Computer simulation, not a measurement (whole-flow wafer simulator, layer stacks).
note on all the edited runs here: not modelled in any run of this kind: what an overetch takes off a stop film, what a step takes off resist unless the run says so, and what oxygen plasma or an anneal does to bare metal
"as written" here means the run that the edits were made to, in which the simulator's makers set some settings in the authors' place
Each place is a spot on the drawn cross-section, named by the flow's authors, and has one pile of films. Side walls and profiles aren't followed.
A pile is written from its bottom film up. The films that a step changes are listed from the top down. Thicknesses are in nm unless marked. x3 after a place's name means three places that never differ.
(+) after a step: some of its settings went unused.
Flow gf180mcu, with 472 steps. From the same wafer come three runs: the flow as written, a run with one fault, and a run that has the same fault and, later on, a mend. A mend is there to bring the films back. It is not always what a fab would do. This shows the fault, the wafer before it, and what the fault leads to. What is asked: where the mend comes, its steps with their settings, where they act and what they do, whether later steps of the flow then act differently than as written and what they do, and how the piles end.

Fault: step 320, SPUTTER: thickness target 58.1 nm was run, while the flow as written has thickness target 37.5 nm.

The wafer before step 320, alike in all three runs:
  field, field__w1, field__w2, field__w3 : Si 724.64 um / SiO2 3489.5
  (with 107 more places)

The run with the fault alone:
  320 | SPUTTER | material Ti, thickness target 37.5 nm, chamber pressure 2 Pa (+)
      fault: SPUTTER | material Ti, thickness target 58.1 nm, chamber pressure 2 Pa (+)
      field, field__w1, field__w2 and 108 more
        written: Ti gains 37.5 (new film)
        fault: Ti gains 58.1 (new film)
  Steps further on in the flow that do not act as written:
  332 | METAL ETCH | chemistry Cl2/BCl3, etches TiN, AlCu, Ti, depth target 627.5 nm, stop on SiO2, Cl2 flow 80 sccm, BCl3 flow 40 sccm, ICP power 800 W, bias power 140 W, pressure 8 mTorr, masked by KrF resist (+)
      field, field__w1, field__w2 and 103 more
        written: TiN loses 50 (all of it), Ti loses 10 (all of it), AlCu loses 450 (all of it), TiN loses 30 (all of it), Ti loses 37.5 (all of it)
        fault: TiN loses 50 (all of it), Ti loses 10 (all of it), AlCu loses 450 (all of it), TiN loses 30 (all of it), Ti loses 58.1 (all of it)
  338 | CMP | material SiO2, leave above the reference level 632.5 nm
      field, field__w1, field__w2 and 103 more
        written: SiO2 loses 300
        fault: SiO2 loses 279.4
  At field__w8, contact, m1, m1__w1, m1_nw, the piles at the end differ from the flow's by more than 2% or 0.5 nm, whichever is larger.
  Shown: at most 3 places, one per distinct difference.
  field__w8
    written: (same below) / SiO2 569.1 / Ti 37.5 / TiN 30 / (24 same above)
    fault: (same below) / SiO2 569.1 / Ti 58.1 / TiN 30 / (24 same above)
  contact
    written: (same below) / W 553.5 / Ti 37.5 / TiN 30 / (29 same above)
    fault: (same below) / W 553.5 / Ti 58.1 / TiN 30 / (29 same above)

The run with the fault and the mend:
  After step 320 comes the mend.
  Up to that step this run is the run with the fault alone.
  320a | METAL ETCH | chemistry Cl2/BCl3, etches TiN, AlCu, Ti, depth target 20.6 nm, Cl2 flow 80 sccm, BCl3 flow 40 sccm, ICP power 800 W, bias power 140 W, pressure 8 mTorr (the flow's step 260 again, with other settings)
      field, field__w1, field__w2 and 108 more
        Ti loses 20.6
  Every later step of the flow that is run acts as written at every place that is followed.
  The piles end the same as the flow's at every place that both follow.
